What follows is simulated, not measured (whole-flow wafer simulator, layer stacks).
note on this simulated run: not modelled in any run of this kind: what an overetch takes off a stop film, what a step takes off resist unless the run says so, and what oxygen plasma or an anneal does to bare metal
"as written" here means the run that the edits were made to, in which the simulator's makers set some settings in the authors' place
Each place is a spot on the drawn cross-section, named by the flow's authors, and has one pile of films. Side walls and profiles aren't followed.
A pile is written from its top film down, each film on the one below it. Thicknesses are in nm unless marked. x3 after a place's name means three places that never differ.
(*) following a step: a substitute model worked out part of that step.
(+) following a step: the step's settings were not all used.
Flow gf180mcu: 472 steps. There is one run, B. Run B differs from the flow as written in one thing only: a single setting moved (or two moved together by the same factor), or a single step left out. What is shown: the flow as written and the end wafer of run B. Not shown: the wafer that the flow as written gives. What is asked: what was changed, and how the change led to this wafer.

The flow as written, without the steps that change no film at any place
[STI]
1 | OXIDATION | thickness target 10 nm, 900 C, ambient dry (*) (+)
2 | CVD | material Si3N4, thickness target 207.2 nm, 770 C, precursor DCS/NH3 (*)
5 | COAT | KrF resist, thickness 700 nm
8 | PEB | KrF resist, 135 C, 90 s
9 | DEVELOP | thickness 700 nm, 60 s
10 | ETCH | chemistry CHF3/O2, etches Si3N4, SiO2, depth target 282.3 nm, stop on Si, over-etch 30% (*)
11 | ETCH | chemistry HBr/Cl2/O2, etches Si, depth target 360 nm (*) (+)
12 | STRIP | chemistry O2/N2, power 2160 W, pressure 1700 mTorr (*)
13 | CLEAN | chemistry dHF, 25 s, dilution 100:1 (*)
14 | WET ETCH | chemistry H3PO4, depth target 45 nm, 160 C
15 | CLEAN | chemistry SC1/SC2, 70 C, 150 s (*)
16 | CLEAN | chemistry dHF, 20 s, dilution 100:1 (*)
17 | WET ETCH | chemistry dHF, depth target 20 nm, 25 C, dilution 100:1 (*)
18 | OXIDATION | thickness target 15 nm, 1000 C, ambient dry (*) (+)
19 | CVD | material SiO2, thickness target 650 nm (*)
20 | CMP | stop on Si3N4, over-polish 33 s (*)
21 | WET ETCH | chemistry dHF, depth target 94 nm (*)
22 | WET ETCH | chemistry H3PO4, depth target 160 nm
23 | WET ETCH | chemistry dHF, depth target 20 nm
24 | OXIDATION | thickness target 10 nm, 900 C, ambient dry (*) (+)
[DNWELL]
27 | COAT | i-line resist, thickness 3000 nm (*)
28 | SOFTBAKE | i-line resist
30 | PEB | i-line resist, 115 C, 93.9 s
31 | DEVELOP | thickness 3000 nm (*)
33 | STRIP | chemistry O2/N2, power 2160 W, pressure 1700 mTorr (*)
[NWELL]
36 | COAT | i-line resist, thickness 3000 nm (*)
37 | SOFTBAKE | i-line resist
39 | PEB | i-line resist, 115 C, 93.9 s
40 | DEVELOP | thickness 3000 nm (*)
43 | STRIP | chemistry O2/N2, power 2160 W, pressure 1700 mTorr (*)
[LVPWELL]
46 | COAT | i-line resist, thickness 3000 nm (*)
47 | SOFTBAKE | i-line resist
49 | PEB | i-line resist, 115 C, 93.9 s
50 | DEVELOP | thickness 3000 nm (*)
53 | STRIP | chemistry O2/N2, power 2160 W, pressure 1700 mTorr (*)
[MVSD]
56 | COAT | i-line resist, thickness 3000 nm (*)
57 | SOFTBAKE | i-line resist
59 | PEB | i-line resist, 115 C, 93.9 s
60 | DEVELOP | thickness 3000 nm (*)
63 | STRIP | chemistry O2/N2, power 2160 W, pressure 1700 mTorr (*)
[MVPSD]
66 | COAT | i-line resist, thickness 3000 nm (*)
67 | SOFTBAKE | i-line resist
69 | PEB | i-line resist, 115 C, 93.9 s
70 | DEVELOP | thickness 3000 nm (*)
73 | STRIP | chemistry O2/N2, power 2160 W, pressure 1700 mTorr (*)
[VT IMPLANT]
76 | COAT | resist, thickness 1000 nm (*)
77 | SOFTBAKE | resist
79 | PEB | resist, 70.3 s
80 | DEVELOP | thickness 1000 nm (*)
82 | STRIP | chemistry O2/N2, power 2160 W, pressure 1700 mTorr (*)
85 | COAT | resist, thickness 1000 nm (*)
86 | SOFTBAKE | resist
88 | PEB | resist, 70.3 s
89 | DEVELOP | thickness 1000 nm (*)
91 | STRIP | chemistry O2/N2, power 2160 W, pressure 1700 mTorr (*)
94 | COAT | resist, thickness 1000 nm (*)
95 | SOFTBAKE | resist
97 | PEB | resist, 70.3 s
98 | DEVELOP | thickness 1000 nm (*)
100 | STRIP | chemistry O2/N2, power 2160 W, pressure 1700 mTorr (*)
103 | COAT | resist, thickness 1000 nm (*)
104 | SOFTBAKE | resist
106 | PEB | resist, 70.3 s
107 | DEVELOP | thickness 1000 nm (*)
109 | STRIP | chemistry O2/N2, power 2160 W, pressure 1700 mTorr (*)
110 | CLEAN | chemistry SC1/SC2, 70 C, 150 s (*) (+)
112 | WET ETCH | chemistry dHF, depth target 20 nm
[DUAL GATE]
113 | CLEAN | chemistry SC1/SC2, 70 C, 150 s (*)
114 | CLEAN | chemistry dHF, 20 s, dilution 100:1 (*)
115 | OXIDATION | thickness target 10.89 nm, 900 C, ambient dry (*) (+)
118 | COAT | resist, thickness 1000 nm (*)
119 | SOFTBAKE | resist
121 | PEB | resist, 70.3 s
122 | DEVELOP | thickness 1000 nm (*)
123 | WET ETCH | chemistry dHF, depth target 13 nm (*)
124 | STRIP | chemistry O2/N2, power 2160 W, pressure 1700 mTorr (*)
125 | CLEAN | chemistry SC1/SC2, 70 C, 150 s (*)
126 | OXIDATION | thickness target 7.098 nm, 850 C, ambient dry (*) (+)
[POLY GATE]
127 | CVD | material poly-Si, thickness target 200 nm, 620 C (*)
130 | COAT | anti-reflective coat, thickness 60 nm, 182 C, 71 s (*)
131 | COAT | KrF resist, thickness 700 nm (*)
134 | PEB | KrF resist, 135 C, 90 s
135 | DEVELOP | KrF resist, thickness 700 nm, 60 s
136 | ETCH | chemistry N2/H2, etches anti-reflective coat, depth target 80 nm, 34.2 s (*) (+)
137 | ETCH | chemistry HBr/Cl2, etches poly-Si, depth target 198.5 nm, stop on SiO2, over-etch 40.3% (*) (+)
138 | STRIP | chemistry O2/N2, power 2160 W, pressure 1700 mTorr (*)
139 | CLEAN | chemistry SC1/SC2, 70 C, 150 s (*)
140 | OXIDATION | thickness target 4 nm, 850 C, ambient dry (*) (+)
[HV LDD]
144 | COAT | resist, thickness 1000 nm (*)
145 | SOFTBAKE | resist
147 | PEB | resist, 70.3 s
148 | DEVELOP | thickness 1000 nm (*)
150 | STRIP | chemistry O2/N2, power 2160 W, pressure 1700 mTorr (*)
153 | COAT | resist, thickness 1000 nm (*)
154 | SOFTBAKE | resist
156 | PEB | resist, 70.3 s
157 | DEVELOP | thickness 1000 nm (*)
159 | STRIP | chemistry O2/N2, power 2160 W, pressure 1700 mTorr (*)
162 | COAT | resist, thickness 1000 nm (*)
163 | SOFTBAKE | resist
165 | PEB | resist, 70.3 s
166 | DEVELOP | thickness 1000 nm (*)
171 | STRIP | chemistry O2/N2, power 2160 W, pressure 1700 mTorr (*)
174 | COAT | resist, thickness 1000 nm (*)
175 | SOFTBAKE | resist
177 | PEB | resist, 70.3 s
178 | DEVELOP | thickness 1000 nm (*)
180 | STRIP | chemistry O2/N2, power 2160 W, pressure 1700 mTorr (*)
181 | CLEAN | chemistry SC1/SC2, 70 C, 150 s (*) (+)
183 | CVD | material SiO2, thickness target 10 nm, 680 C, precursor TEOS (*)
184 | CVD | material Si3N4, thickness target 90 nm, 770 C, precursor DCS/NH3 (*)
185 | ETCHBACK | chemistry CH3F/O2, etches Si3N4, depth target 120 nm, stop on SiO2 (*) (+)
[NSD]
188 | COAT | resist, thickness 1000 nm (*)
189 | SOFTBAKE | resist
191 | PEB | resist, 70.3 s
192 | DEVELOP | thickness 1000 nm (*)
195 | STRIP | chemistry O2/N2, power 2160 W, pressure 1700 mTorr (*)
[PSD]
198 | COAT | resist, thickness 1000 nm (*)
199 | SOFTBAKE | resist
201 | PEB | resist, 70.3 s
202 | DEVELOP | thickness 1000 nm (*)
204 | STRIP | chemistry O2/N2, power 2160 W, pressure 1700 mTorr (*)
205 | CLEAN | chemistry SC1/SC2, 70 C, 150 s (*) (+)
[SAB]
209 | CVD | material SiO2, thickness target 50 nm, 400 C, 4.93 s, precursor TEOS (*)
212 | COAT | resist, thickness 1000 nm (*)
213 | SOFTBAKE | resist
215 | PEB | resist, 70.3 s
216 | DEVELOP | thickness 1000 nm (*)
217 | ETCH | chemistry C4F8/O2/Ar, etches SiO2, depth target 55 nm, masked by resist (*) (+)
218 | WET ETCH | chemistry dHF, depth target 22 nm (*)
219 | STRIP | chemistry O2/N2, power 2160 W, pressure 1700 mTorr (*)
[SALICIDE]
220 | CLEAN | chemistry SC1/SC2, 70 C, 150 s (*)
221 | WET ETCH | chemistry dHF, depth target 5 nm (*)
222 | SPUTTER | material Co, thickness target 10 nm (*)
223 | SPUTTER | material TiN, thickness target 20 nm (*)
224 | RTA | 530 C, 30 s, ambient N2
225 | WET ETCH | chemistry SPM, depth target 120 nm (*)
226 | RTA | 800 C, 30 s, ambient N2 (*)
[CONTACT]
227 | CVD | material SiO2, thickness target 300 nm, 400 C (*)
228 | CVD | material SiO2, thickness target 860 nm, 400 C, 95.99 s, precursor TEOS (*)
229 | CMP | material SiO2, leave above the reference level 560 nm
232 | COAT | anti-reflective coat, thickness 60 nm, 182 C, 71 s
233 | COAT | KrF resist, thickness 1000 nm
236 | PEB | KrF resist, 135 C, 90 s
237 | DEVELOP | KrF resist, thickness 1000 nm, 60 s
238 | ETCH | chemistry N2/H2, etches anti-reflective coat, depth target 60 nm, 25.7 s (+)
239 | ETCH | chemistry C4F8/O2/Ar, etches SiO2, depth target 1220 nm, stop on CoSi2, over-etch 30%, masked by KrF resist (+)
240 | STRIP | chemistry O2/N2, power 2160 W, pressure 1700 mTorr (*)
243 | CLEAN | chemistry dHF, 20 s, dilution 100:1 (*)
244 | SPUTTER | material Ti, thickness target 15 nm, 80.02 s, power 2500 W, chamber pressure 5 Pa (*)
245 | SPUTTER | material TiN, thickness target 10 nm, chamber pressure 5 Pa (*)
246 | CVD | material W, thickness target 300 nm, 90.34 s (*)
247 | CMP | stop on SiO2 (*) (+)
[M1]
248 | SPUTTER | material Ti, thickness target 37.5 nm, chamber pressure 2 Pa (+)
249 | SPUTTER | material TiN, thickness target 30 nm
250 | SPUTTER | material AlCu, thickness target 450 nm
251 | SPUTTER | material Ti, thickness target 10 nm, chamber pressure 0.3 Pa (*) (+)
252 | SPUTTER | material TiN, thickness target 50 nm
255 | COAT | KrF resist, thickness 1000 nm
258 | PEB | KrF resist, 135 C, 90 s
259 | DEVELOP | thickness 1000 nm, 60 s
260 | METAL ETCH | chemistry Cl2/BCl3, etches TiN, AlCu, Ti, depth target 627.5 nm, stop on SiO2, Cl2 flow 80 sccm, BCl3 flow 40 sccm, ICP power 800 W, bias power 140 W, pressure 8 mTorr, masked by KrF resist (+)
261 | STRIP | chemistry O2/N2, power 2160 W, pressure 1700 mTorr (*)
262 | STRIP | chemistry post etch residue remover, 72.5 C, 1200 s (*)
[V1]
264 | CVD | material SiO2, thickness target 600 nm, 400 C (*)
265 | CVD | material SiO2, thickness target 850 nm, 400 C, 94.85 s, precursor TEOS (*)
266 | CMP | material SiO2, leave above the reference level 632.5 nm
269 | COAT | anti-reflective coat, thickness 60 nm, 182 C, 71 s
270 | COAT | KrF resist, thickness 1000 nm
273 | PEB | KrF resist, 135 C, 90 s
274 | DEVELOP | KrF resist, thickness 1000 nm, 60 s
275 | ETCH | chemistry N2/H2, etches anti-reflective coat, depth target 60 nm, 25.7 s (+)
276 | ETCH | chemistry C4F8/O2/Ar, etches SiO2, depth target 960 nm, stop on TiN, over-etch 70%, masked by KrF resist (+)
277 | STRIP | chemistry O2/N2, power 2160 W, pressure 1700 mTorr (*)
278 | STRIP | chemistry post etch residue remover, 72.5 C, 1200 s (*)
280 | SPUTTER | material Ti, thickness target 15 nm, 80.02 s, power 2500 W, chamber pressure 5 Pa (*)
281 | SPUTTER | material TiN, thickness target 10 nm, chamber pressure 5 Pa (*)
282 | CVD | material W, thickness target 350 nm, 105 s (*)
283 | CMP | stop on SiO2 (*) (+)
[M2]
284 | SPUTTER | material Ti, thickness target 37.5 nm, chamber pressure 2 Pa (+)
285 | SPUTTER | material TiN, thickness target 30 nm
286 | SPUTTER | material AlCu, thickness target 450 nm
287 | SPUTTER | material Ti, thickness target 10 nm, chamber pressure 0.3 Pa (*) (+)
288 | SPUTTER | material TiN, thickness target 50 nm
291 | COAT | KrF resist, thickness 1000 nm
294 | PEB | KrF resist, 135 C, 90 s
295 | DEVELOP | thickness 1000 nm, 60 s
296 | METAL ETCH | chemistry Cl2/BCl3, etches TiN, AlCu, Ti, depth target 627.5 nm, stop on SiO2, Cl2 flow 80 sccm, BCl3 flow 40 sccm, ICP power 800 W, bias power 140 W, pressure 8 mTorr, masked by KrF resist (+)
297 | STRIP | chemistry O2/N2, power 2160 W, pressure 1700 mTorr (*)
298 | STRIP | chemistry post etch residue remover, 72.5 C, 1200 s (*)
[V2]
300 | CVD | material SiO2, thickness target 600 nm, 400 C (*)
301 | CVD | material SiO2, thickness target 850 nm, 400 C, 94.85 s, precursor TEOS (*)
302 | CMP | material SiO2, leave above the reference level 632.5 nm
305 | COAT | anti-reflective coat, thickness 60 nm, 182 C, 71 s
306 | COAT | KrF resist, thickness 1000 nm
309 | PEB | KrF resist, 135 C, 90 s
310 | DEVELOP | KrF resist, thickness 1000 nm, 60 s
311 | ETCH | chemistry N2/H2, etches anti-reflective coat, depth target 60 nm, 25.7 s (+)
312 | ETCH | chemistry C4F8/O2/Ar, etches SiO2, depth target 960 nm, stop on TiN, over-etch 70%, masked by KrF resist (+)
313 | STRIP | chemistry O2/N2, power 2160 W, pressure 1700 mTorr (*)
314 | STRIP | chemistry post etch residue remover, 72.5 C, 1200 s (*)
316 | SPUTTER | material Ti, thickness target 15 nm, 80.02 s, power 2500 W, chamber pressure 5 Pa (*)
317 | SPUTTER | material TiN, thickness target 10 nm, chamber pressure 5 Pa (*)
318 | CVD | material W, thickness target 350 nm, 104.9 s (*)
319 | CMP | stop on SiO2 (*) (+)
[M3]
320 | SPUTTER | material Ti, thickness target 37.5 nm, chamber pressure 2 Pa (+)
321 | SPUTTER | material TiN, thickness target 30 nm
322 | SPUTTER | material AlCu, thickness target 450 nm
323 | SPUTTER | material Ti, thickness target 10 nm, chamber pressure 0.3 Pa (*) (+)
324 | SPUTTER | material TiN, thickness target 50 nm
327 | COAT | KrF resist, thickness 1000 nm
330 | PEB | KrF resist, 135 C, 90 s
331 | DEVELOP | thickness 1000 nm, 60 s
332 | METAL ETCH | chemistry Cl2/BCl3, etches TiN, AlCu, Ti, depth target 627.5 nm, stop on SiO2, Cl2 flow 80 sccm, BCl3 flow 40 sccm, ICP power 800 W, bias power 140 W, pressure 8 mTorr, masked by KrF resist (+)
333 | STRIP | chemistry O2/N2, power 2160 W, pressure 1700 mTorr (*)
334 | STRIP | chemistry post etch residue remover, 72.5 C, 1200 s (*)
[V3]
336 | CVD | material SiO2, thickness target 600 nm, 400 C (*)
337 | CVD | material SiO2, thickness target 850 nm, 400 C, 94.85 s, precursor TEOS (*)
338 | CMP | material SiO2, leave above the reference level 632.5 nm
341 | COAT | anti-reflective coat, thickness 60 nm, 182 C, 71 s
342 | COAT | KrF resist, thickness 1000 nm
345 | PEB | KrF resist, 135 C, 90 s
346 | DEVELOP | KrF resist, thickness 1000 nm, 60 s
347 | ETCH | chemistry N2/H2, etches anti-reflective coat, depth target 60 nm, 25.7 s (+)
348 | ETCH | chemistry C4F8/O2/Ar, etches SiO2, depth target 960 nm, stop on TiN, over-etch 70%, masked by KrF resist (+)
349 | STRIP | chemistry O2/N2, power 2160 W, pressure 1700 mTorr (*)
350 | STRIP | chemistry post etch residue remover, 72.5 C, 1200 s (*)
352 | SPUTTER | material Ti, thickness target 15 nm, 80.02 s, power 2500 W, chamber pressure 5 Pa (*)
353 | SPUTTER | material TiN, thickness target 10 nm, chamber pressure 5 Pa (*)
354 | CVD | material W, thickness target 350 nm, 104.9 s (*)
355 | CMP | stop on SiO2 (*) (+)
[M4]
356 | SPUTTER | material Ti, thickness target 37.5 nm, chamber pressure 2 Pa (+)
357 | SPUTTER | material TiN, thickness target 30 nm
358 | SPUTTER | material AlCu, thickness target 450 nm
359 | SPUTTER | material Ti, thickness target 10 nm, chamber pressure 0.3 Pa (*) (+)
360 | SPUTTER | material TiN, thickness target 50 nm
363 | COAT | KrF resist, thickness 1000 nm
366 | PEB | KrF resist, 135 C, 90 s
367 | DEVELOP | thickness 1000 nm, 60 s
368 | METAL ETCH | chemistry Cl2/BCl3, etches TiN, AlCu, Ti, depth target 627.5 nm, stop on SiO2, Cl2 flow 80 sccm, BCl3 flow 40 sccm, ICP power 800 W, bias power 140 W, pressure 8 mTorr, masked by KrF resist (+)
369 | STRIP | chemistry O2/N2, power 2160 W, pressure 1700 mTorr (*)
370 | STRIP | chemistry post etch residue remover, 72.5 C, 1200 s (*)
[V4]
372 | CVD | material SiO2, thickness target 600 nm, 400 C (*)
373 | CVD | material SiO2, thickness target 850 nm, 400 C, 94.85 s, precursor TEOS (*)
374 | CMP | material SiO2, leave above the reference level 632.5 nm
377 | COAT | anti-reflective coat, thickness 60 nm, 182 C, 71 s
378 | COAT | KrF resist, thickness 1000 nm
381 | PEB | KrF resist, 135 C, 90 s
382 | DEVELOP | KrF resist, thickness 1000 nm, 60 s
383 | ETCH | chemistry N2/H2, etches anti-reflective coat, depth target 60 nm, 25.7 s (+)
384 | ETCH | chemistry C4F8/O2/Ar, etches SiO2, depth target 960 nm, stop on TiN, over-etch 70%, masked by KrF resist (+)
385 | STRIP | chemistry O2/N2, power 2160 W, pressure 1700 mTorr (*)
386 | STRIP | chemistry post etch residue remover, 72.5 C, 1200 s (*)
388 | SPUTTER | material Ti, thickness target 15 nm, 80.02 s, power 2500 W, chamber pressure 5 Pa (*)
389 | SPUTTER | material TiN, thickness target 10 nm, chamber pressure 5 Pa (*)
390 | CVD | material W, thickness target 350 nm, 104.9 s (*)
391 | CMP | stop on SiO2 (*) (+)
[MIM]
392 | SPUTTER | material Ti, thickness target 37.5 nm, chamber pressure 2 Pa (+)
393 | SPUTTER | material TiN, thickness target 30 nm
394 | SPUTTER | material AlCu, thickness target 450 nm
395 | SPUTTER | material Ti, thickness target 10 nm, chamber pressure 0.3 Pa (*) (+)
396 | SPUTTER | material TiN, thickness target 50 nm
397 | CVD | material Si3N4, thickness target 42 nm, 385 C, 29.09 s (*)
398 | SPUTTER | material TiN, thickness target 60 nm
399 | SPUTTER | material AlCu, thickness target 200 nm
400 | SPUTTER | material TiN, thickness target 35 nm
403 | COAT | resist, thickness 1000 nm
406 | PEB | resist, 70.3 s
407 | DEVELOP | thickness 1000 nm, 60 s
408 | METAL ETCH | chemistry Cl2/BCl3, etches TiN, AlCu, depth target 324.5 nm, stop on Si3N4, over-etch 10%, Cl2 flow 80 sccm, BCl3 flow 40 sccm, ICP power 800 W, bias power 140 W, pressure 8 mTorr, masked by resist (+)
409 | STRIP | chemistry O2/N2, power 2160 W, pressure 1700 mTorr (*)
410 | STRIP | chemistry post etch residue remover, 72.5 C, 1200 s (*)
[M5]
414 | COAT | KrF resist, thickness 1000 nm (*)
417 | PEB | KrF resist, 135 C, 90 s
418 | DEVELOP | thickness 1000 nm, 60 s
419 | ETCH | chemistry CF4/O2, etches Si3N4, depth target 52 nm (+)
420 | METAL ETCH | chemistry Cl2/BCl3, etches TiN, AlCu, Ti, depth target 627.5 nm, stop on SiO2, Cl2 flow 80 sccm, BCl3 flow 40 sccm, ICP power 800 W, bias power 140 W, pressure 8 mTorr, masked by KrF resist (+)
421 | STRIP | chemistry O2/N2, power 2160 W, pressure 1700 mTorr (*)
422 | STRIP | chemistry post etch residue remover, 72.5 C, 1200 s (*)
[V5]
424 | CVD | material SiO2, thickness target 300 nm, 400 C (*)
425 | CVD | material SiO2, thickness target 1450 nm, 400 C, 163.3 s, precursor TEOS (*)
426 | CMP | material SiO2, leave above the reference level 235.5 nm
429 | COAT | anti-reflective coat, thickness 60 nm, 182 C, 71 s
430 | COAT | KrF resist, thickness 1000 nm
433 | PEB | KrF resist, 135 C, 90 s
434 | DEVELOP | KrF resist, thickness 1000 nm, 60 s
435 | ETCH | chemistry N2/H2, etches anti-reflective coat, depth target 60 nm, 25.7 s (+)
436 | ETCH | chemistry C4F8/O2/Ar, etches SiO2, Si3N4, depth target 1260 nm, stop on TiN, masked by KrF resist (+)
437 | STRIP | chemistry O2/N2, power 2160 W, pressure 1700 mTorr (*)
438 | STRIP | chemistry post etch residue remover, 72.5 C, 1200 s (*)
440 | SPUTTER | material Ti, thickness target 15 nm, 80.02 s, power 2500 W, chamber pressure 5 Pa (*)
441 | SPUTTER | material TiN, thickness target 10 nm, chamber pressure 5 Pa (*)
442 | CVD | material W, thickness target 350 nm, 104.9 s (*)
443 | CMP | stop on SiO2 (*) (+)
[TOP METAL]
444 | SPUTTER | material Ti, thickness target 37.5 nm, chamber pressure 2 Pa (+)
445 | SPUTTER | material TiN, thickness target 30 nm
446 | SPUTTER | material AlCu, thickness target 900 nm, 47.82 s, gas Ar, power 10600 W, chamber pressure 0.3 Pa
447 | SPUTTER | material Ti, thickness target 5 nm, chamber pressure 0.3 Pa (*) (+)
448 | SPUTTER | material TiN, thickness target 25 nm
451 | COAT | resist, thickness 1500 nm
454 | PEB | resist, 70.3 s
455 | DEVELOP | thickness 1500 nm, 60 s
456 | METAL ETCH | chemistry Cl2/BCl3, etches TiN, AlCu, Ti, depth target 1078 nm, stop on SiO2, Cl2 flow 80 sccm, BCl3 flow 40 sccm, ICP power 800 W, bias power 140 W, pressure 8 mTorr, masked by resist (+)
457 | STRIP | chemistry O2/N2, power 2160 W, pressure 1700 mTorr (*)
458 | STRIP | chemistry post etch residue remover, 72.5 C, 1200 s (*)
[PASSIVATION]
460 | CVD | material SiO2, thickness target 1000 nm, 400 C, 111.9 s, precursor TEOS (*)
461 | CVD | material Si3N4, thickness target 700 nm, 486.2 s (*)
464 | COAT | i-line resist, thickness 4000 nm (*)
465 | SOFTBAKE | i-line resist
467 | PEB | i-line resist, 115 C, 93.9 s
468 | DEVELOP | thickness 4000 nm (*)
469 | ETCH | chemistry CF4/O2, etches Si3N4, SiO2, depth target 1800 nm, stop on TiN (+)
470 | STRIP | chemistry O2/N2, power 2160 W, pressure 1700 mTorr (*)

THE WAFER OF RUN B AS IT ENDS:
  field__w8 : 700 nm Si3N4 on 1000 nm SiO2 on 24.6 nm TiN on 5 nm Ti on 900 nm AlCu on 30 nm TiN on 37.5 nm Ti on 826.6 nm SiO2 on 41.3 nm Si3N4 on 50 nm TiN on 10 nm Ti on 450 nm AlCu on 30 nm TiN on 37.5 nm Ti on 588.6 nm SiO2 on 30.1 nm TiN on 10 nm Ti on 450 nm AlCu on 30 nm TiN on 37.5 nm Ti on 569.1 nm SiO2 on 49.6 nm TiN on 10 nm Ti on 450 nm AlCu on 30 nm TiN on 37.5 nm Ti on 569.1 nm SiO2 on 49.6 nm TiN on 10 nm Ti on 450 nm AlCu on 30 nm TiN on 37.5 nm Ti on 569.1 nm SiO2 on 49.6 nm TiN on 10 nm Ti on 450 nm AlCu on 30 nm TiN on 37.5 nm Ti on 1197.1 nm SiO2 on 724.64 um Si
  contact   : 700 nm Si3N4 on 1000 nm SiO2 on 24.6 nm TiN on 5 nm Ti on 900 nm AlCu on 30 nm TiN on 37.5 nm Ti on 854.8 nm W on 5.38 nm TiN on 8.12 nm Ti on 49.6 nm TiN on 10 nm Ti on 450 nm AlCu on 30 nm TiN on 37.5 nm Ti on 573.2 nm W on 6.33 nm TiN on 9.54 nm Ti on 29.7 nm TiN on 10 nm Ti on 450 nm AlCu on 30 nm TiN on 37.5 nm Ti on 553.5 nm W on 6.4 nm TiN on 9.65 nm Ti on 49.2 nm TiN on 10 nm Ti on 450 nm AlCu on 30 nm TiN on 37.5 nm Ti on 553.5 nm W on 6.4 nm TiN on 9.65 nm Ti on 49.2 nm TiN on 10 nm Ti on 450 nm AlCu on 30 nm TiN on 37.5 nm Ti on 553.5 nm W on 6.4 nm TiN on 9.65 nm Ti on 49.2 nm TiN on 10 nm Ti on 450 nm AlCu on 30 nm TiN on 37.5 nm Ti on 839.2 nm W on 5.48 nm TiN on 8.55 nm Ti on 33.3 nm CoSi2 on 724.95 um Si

The reason: step 360, SPUTTER: thickness target 30.5 nm was run, though the flow has thickness target 50 nm.

Step by step, how the change led to this:
  360 | SPUTTER | material TiN, thickness target 50 nm
      field, field__w1, field__w2 and 108 more: TiN gains 30.5 (new film) (in the flow as written it would be: TiN gains 50 (new film))
  368 | METAL ETCH | chemistry Cl2/BCl3, etches TiN, AlCu, Ti, depth target 627.5 nm, stop on SiO2, Cl2 flow 80 sccm, BCl3 flow 40 sccm, ICP power 800 W, bias power 140 W, pressure 8 mTorr, masked by KrF resist (+)
      field, field__w1, field__w2 and 103 more: TiN loses 30.5 (all of it), Ti loses 10 (all of it), AlCu loses 450 (all of it), TiN loses 30 (all of it), Ti loses 37.5 (all of it) (in the flow as written it would be: TiN loses 50 (all of it), Ti loses 10 (all of it), AlCu loses 450 (all of it), TiN loses 30 (all of it), Ti loses 37.5 (all of it))
  374 | CMP | material SiO2, leave above the reference level 632.5 nm
      field__w8, contact, m1, m1__w1, m1_nw: SiO2 loses 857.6 (in the flow as written it would be: SiO2 loses 877.1)
  384 | ETCH | chemistry C4F8/O2/Ar, etches SiO2, depth target 960 nm, stop on TiN, over-etch 70%, masked by KrF resist (+)
      contact: SiO2 loses 592 (all of it) (in the flow as written it would be: SiO2 loses 572.5 (all of it))
  390 | CVD | material W, thickness target 350 nm, 104.9 s (*)
      contact: W gains 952 (new film) (in the flow as written it would be: W gains 932.3 (new film))
